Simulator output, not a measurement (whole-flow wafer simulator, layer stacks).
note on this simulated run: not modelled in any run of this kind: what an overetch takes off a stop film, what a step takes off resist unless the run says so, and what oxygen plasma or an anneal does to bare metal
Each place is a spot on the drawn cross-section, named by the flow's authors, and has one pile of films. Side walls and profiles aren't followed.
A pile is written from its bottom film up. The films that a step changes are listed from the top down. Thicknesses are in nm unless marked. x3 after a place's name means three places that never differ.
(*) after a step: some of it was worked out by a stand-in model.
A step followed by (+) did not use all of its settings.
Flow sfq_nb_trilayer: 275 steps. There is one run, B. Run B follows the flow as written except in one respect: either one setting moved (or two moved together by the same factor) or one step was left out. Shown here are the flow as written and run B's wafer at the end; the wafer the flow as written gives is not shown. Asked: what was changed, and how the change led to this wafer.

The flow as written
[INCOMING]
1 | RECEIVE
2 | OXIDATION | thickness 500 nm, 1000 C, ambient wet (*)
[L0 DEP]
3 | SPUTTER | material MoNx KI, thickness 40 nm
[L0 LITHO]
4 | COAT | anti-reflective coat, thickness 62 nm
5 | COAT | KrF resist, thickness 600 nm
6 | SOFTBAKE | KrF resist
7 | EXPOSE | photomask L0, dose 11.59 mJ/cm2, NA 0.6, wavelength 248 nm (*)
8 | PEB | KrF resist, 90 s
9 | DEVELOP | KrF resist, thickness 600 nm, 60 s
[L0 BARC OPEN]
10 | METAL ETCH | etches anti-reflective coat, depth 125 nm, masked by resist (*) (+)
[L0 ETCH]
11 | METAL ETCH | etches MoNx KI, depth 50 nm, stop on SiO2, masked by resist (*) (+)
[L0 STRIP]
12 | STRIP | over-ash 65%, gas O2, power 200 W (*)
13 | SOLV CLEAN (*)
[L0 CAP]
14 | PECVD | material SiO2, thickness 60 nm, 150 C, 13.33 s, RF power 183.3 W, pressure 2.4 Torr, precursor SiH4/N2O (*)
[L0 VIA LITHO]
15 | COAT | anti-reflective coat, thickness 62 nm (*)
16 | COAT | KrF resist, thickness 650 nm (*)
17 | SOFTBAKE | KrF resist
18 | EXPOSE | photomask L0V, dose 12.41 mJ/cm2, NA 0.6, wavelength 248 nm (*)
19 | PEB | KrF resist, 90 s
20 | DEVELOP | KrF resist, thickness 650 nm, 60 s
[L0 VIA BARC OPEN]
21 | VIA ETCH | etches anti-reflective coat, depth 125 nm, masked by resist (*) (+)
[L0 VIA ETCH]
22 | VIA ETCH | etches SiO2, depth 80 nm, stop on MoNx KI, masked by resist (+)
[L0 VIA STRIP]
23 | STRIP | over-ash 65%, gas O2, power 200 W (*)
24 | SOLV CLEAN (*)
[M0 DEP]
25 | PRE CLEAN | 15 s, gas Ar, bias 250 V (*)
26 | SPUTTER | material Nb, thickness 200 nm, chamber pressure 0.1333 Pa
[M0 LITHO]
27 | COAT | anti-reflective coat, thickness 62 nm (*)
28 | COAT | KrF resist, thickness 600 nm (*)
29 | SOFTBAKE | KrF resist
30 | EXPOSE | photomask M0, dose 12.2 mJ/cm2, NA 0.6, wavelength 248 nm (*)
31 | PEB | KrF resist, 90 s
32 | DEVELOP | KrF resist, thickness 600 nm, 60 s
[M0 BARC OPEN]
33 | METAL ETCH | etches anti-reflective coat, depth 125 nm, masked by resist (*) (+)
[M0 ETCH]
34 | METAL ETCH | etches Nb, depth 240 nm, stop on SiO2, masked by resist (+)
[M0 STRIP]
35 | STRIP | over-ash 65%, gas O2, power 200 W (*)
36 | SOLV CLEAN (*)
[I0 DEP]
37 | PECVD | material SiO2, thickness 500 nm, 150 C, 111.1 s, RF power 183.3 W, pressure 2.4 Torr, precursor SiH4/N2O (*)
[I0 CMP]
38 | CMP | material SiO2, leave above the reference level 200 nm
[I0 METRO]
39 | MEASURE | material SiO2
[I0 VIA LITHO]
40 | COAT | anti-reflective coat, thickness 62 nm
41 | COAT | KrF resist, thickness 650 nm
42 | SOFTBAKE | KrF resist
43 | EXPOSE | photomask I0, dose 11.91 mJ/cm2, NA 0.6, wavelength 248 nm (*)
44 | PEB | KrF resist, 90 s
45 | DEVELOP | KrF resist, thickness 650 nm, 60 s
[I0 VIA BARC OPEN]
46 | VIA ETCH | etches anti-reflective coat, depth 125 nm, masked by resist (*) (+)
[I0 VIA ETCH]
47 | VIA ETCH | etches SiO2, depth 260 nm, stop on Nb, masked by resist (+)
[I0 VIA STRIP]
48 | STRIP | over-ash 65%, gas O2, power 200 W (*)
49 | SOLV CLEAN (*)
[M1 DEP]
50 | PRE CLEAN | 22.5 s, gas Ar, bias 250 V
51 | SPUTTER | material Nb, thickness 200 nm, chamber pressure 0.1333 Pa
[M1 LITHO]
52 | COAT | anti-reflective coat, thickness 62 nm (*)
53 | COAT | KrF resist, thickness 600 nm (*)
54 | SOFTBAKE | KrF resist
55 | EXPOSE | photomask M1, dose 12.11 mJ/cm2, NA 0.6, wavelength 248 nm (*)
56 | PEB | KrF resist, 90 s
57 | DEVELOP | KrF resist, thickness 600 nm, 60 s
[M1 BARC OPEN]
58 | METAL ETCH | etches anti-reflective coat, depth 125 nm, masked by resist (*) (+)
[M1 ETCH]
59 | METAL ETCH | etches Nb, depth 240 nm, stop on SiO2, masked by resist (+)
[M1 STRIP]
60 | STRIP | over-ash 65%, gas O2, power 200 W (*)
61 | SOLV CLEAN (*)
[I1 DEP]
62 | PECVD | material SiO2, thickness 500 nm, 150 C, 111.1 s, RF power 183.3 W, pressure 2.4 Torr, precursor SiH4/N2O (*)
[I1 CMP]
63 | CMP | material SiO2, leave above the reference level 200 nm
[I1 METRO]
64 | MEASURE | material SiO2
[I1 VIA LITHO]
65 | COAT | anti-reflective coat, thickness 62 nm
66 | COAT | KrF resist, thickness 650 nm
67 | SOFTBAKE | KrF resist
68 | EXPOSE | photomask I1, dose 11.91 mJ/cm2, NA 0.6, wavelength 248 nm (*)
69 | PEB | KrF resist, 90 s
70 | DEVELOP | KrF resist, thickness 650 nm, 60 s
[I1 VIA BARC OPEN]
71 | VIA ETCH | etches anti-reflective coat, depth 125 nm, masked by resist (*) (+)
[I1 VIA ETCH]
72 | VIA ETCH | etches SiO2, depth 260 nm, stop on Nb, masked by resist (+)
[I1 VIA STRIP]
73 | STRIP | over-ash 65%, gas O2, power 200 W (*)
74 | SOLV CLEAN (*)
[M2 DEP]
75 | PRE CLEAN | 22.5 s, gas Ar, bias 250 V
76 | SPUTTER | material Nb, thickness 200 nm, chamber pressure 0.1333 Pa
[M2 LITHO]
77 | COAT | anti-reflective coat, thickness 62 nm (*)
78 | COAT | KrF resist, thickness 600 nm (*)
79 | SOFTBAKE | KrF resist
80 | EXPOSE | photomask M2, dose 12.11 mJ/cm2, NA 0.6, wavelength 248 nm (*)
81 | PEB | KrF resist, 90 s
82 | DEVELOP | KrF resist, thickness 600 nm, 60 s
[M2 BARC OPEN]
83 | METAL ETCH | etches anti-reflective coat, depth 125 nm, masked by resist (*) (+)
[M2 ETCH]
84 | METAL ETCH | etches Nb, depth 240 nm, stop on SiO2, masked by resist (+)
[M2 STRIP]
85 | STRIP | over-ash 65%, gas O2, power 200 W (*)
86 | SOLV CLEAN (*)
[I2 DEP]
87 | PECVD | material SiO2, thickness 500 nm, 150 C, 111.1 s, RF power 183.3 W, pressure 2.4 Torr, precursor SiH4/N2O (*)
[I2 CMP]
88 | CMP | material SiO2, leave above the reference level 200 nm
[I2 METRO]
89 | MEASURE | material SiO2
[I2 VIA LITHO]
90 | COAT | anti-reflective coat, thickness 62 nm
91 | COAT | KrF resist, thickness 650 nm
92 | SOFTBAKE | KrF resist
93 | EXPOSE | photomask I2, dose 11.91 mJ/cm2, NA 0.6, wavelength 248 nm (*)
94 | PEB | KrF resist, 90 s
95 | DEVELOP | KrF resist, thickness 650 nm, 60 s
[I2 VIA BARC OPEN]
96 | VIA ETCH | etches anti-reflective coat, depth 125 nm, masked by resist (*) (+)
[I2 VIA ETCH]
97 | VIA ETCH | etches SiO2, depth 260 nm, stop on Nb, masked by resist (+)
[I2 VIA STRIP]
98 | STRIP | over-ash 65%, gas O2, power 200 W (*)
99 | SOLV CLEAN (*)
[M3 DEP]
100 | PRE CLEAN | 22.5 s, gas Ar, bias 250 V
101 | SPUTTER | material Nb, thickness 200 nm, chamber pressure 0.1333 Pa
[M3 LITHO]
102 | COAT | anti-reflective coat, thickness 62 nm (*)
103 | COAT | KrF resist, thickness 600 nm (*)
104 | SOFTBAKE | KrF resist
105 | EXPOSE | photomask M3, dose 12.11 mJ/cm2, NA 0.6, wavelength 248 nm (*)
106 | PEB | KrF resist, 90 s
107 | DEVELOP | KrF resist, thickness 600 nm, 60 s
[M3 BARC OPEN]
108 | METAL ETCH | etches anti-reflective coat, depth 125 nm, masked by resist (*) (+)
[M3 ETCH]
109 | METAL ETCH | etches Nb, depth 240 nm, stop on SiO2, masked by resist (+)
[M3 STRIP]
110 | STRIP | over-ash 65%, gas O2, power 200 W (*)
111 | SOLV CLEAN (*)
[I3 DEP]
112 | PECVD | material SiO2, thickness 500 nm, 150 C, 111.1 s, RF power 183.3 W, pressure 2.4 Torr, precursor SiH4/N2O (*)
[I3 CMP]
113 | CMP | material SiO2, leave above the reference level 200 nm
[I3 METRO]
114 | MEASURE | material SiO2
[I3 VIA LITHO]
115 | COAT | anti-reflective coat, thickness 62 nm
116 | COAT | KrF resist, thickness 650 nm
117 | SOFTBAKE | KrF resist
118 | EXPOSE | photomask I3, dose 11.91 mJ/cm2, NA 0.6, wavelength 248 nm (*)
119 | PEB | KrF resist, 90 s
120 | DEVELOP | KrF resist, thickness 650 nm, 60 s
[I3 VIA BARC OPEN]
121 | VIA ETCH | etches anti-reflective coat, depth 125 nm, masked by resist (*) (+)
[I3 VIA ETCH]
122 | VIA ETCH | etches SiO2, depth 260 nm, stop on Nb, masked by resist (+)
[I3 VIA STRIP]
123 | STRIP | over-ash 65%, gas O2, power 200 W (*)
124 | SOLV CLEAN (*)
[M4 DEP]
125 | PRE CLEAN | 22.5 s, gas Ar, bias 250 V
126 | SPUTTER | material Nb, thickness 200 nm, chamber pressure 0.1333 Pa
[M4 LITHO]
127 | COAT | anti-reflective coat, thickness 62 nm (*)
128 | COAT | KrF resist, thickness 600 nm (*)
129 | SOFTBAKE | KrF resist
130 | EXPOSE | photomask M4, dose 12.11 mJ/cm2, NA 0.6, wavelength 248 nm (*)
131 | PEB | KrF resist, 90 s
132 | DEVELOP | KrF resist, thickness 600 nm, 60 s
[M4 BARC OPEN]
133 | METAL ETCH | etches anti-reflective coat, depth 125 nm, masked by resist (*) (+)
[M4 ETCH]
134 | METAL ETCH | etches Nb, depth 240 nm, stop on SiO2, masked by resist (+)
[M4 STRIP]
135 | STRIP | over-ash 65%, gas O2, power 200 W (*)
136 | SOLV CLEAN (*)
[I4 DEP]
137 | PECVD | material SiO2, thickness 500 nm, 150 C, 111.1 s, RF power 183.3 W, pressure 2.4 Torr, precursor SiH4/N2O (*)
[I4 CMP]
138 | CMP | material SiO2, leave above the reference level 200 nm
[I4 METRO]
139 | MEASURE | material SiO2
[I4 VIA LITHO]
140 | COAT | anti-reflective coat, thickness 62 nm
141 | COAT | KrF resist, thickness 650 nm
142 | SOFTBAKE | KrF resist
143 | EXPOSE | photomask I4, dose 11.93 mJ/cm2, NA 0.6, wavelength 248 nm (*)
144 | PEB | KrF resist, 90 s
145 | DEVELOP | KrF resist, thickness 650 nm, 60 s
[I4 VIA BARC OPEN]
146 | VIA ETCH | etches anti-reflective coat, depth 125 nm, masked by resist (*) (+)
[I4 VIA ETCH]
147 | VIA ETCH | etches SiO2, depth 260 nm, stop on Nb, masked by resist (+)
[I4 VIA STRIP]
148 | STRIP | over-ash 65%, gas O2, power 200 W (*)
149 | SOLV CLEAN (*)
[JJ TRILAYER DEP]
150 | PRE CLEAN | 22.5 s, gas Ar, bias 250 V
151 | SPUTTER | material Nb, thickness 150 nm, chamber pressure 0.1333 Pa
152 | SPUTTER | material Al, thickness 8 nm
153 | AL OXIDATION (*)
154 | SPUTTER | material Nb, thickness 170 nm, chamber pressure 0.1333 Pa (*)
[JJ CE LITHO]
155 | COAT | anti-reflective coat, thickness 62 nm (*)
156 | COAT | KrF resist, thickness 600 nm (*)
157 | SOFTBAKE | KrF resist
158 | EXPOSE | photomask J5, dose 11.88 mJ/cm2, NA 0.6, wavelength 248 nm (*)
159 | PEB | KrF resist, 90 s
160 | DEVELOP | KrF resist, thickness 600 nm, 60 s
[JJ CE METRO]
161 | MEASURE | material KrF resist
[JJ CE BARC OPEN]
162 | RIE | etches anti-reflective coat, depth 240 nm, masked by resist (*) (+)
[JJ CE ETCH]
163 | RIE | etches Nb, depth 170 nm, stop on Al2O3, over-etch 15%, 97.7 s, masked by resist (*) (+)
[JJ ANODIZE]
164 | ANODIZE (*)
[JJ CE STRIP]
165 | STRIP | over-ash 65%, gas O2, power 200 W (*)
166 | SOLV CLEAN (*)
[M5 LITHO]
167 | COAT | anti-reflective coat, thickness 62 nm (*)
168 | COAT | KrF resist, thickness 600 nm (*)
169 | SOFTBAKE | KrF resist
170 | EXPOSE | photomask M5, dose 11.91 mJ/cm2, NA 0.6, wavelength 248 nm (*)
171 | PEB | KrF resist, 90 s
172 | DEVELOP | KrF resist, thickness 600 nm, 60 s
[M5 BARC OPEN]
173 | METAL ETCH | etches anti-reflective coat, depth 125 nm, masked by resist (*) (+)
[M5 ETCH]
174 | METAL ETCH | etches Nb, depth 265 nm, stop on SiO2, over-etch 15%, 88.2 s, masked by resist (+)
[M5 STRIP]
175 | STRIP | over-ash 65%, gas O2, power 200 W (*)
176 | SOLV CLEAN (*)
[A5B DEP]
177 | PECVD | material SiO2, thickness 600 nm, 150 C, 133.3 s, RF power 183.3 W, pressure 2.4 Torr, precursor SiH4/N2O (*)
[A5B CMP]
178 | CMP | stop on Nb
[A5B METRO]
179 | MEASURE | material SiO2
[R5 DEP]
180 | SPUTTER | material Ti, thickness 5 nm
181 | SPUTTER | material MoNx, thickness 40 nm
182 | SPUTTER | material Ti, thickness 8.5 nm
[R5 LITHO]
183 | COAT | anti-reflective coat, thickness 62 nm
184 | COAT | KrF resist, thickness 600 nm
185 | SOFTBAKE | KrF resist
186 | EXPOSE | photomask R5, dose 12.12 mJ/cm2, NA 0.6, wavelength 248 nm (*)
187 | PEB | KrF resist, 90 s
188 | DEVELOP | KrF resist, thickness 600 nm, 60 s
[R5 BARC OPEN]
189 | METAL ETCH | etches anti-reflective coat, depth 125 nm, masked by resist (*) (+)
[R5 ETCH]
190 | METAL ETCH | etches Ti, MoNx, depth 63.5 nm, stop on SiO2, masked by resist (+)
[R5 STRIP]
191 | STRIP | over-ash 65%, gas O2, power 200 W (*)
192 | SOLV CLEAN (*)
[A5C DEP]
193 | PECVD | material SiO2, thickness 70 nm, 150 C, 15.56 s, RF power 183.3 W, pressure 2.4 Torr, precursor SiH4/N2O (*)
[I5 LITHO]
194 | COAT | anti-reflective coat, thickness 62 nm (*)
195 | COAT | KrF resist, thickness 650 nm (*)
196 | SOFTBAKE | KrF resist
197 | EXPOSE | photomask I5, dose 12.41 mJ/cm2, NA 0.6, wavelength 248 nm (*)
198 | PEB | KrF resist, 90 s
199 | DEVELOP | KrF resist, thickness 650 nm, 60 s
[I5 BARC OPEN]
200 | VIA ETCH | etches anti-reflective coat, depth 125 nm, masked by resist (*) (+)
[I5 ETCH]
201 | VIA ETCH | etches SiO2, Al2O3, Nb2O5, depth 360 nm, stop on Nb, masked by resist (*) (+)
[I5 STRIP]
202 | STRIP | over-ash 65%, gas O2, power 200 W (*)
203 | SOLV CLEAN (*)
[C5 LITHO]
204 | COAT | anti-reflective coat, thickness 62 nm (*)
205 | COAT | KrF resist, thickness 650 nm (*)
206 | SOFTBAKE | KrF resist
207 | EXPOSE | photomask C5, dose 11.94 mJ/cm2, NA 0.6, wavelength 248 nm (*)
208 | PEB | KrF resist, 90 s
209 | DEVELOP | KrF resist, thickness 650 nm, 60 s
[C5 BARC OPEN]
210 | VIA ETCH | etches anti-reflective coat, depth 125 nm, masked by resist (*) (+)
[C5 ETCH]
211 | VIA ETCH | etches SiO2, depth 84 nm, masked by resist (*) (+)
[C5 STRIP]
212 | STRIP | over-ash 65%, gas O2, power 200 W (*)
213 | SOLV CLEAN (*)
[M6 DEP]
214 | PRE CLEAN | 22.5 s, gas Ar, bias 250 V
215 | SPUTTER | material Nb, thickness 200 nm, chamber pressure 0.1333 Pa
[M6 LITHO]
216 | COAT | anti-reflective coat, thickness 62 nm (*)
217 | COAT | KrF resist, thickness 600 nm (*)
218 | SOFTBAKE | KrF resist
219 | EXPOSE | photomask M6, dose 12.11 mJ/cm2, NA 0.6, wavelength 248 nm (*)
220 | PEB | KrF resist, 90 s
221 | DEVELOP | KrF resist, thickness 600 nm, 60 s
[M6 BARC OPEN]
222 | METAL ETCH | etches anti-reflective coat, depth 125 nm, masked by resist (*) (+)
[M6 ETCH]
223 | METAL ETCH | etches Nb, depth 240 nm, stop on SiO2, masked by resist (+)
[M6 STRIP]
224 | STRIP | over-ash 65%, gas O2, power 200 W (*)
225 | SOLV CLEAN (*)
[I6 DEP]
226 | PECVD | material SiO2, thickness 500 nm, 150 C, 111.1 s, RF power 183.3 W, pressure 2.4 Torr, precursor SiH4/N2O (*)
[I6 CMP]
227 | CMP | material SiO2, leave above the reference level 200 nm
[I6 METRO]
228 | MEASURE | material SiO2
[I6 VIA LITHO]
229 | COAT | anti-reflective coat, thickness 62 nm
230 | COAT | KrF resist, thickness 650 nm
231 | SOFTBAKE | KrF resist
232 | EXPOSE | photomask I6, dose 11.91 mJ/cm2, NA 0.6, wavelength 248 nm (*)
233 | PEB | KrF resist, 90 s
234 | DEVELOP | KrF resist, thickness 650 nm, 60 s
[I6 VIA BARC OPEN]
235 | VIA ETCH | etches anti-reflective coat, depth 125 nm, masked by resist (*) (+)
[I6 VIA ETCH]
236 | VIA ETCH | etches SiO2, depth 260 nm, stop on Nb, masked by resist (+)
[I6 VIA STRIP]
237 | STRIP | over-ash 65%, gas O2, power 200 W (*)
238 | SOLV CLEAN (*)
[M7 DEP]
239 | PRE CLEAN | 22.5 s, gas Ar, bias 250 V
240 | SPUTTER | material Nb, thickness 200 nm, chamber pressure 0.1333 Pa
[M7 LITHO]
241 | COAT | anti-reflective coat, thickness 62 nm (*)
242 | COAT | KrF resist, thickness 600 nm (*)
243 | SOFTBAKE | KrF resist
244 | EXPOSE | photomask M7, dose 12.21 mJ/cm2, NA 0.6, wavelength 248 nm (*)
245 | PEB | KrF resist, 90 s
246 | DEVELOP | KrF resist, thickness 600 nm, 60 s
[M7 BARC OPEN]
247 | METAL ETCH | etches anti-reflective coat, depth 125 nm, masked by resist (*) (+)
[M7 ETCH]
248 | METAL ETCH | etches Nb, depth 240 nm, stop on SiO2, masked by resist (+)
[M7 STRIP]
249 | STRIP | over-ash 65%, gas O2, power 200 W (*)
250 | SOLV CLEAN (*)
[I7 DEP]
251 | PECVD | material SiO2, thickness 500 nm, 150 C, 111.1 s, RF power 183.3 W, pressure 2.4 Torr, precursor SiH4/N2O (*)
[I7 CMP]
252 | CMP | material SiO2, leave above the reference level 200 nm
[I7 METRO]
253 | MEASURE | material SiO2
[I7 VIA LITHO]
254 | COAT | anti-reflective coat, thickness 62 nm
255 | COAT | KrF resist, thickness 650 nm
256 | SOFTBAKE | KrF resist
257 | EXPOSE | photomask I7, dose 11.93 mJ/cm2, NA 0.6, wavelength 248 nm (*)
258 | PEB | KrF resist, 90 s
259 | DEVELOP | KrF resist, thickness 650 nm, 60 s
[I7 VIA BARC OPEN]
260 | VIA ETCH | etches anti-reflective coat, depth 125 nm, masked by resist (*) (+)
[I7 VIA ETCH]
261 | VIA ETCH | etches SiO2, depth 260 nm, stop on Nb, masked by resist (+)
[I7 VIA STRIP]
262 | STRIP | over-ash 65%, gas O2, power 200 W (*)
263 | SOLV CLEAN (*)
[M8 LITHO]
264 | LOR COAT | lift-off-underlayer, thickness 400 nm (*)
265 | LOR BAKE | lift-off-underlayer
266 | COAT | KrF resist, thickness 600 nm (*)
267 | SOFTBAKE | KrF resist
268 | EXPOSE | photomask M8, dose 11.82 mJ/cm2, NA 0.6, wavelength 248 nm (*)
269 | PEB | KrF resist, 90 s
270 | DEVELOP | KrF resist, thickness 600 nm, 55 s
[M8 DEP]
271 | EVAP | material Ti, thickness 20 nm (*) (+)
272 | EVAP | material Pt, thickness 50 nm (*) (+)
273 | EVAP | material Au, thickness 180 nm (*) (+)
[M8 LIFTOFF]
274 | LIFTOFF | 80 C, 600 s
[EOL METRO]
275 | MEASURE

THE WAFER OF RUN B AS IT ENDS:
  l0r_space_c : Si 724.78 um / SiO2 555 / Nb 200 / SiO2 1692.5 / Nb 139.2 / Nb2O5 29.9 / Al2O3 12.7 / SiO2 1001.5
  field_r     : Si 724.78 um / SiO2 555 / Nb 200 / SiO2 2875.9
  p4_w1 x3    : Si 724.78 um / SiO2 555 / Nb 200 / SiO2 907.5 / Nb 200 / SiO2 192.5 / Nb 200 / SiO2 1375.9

The reason: step 38, CMP: leave above the reference level 130 nm was run, though the flow has leave above the reference level 200 nm.

Step by step, how the change led to this:
  38 | CMP | material SiO2, leave above the reference level 200 nm
      v_sur, via_wl, via_w and 94 more: SiO2 loses 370 (in the flow as written it would be: SiO2 loses 300)
      field_l, l0_sur, l0r_line_l, l0r_line_c, l0r_line_r: SiO2 loses 410 (in the flow as written it would be: SiO2 loses 340)
      (and at 4 other places as well)
  47 | VIA ETCH | etches SiO2, depth 260 nm, stop on Nb, masked by resist (+)
      field_l, v_sur, via_wl and 102 more: KrF resist loses 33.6 (in the flow as written it would be: KrF resist loses 44.8)
      via_w: SiO2 loses 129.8 (all of it) (in the flow as written it would be: SiO2 loses 199.8 (all of it))
  48 | STRIP | over-ash 65%, gas O2, power 200 W (*)
      field_l, v_sur, via_wl and 102 more: KrF resist loses 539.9 (all of it), anti-reflective coat loses 62 (all of it) (in the flow as written it would be: KrF resist loses 528.6 (all of it), anti-reflective coat loses 62 (all of it))
  51 | SPUTTER | material Nb, thickness 200 nm, chamber pressure 0.1333 Pa
      via_w: Nb gains 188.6 (in the flow as written it would be: Nb gains 174.5)
  52 | COAT | anti-reflective coat, thickness 62 nm (*)
      via_wl: anti-reflective coat gains 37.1 (new film) (in the flow as written it would be: anti-reflective coat gains 33.8 (new film))
      via_w: anti-reflective coat gains 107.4 (new film) (in the flow as written it would be: anti-reflective coat gains 123.1 (new film))
      (and at 1 other place as well)
  53 | COAT | KrF resist, thickness 600 nm (*)
      via_w: KrF resist gains 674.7 (new film) (in the flow as written it would be: KrF resist gains 731.8 (new film))
  60 | STRIP | over-ash 65%, gas O2, power 200 W (*)
      via_wl: KrF resist loses 391 (all of it), anti-reflective coat loses 37.1 (all of it) (in the flow as written it would be: KrF resist loses 385.5 (all of it), anti-reflective coat loses 33.8 (all of it))
      via_w: KrF resist loses 456.9 (all of it), anti-reflective coat loses 107.4 (all of it) (in the flow as written it would be: KrF resist loses 513.8 (all of it), anti-reflective coat loses 123.1 (all of it))
      (and at 1 other place as well)
  62 | PECVD | material SiO2, thickness 500 nm, 150 C, 111.1 s, RF power 183.3 W, pressure 2.4 Torr, precursor SiH4/N2O (*)
      via_w: SiO2 gains 500 (new film) (in the flow as written it would be: SiO2 gains 606 (new film))
  63 | CMP | material SiO2, leave above the reference level 200 nm
      via_w: SiO2 loses 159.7 (in the flow as written it would be: SiO2 loses 181.6)
